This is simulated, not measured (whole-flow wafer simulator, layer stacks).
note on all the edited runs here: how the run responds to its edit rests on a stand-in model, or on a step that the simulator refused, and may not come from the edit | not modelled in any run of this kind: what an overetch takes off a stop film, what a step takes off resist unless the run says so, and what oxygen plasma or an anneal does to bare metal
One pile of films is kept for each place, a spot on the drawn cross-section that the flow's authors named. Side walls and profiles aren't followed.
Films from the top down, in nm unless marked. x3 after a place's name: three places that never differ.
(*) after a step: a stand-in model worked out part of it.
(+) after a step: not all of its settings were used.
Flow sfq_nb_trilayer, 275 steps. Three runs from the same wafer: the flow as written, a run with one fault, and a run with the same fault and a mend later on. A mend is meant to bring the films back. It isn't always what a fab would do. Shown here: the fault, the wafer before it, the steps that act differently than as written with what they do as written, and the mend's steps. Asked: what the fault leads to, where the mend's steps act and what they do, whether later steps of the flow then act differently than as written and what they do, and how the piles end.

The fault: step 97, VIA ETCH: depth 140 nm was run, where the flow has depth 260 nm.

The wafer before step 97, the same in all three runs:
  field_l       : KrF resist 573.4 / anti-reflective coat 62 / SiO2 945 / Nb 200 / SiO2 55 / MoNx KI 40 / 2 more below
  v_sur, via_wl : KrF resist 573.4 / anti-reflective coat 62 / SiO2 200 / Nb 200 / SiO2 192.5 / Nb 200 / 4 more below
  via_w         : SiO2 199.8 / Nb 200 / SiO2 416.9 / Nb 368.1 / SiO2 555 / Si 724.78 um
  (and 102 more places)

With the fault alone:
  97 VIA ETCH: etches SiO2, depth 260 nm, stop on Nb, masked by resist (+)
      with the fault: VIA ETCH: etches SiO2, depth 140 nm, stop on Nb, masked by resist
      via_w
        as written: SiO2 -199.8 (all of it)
        with the fault: SiO2 -140
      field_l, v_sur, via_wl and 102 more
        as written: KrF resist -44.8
        with the fault: KrF resist -24.1
  Later steps of the flow that act differently than as written (3 more steps differ only slightly, by at most 2% or 0.5 nm, whichever is larger, and aren't shown):
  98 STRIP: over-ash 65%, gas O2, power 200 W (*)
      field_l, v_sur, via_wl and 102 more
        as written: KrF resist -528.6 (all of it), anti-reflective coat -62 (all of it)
        with the fault: KrF resist -549.3 (all of it), anti-reflective coat -62 (all of it)
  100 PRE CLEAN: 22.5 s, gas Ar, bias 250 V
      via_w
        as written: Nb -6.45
        with the fault: SiO2 -7.5
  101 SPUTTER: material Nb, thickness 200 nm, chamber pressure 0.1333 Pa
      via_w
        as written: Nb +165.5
        with the fault: Nb +178.5 (new film)
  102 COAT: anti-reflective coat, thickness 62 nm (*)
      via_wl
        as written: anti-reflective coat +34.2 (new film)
        with the fault: anti-reflective coat +36.2 (new film)
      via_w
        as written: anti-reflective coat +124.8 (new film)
        with the fault: anti-reflective coat +110.9 (new film)
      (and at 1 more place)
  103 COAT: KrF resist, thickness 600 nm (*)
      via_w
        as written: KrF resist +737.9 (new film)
        with the fault: KrF resist +689.4 (new film)
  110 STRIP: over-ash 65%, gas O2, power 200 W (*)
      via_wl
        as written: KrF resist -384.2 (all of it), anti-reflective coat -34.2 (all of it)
        with the fault: KrF resist -389.4 (all of it), anti-reflective coat -36.2 (all of it)
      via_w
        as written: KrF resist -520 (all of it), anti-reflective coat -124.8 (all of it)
        with the fault: KrF resist -471.6 (all of it), anti-reflective coat -110.9 (all of it)
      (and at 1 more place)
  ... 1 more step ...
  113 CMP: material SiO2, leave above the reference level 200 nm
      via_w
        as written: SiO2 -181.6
        with the fault: SiO2 -157.1
  At the end the piles differ from the flow's by more than 2% or 0.5 nm, whichever is larger, at via_w.
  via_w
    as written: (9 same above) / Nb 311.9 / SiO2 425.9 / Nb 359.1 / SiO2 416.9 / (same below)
    with the fault: (9 same above) / Nb 311.9 / SiO2 354.2 / Nb 178.5 / SiO2 52.3 / Nb 200 / SiO2 416.9 / (same below)

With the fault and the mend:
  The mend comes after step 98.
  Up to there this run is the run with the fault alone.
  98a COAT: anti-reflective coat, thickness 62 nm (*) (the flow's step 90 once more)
      p4_fl x3, p4_w1 x9, p4_g1 x2 and 63 more
        anti-reflective coat +62 (new film)
      ce_l, c5j, ce_r and 10 more
        anti-reflective coat +61.8 (new film)
      ln_m6, lsp_r, l0_sur, l0v
        anti-reflective coat +61.9 (new film)
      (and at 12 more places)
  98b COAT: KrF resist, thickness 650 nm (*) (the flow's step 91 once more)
      p4_fl x3, p4_w1 x9, p4_g1 x2 and 63 more
        KrF resist +650 (new film)
      r_end, moat, field_r and 6 more
        KrF resist +649.6 (new film)
      be_r, r_sur, res, l0v
        KrF resist +649.5 (new film)
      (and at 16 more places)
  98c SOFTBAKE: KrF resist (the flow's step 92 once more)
      changes no film at any place that is followed
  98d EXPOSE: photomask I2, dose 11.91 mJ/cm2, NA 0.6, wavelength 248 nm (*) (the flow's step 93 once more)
      changes no film at any place that is followed
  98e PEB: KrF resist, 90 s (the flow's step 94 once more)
      gap, jj_sur, ce_l and 93 more
        KrF resist -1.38
      via_v, wire, be, be_sur
        KrF resist -1.37
      field_l, v_sur, via_sp
        KrF resist -1.36
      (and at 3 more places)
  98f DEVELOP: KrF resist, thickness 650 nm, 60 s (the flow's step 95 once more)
      field_l, v_sur, via_wl and 102 more
        KrF resist -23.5
      via_w
        KrF resist -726 (all of it)
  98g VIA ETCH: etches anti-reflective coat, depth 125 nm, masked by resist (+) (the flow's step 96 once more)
      field_l, v_sur, via_wl and 102 more
        KrF resist -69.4
      via_w
        anti-reflective coat -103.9 (all of it), SiO2 -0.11
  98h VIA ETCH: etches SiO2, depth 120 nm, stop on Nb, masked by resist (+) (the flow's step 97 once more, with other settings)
      field_l, v_sur, via_wl and 100 more
        KrF resist -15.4
      ce_r, lsp_l
        KrF resist -15.5
      via_w
        SiO2 -59.7 (all of it)
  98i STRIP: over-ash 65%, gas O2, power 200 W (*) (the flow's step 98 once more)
      p4_fl x3, p4_w1 x9, p4_g1 x2 and 63 more
        KrF resist -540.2 (all of it), anti-reflective coat -62 (all of it)
      res, r_end, moat, field_r, lsp_l, ln_m5, lsp_m
        KrF resist -539.8 (all of it), anti-reflective coat -61.8 (all of it)
      ln_m6, lsp_r, l0_sur, l0v
        KrF resist -539.8 (all of it), anti-reflective coat -61.9 (all of it)
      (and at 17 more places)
  No later step of the flow acts differently than as written at any place that is followed.
  At the end the piles are the same as the flow's at every place that both follow.
